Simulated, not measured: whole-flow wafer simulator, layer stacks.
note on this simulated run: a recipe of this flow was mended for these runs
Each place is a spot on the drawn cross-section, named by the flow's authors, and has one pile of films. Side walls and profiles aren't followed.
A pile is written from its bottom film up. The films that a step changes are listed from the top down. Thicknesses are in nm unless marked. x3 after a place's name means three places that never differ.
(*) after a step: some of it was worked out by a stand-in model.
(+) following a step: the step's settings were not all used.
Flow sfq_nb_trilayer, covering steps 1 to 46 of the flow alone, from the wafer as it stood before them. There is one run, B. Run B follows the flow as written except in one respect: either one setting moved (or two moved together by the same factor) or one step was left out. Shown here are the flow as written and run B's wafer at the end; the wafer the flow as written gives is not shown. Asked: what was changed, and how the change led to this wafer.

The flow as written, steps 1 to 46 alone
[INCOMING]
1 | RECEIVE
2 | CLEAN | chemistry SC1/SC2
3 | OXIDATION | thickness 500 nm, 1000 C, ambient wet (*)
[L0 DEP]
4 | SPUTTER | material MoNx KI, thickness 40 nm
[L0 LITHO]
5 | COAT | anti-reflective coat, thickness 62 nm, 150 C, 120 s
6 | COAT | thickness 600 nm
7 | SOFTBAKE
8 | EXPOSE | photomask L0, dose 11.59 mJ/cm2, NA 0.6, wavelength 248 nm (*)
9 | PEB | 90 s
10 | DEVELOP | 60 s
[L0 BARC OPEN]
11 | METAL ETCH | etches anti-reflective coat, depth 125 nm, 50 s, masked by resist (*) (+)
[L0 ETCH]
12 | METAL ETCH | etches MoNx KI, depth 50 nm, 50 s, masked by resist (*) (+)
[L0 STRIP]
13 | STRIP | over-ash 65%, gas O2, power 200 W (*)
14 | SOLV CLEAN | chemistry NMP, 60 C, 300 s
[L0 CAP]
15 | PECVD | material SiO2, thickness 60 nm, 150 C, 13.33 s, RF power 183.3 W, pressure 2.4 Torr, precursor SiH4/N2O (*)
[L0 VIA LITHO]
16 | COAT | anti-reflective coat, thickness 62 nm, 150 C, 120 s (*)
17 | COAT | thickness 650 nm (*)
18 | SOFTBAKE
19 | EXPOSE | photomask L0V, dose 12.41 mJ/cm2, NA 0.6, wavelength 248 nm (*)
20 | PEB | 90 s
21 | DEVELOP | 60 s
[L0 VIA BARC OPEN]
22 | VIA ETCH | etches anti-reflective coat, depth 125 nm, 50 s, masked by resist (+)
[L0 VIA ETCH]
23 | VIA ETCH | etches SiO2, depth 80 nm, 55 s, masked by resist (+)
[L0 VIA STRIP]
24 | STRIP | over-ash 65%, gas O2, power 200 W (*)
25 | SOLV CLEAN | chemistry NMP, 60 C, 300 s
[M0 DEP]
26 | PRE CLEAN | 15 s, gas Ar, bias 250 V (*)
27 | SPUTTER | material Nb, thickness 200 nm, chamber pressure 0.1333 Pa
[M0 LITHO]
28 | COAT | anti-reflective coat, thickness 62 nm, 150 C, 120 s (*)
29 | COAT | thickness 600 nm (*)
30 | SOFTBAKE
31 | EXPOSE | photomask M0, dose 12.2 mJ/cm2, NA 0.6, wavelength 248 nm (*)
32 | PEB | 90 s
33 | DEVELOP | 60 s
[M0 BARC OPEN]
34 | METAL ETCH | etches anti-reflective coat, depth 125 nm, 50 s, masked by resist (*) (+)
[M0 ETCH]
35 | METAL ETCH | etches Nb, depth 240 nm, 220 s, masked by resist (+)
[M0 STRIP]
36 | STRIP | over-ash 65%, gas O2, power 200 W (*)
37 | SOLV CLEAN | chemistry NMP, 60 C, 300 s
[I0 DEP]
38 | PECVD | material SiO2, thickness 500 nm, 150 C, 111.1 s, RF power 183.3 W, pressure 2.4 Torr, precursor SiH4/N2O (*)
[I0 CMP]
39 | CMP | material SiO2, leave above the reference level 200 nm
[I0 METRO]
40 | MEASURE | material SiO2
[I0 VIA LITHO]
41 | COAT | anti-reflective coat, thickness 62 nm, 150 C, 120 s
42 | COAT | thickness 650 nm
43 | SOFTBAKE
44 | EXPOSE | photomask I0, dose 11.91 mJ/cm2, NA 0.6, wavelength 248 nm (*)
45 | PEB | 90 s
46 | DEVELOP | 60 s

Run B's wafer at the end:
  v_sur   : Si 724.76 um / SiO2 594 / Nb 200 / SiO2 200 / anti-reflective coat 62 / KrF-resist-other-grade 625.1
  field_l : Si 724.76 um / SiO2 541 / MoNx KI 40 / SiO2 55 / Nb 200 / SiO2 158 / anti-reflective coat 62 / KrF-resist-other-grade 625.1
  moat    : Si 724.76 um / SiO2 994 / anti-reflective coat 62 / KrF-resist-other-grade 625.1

What caused this: step 3, OXIDATION: thickness 541 nm was run, though the flow has thickness 500 nm.
One can read it off the wafer: field_l has SiO2 541, and step 3 as written asks for 500 nm.

Step by step, how the change led to this:
  3 | OXIDATION | thickness 500 nm, 1000 C, ambient wet (*)
      field_l, v_sur, via_wl and 103 more: +541 SiO2 (new film), -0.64 chemical SiO2 (all of it), -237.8 Si (as written it would have been: +500 SiO2 (new film), -0.64 chemical SiO2 (all of it), -219.7 Si)
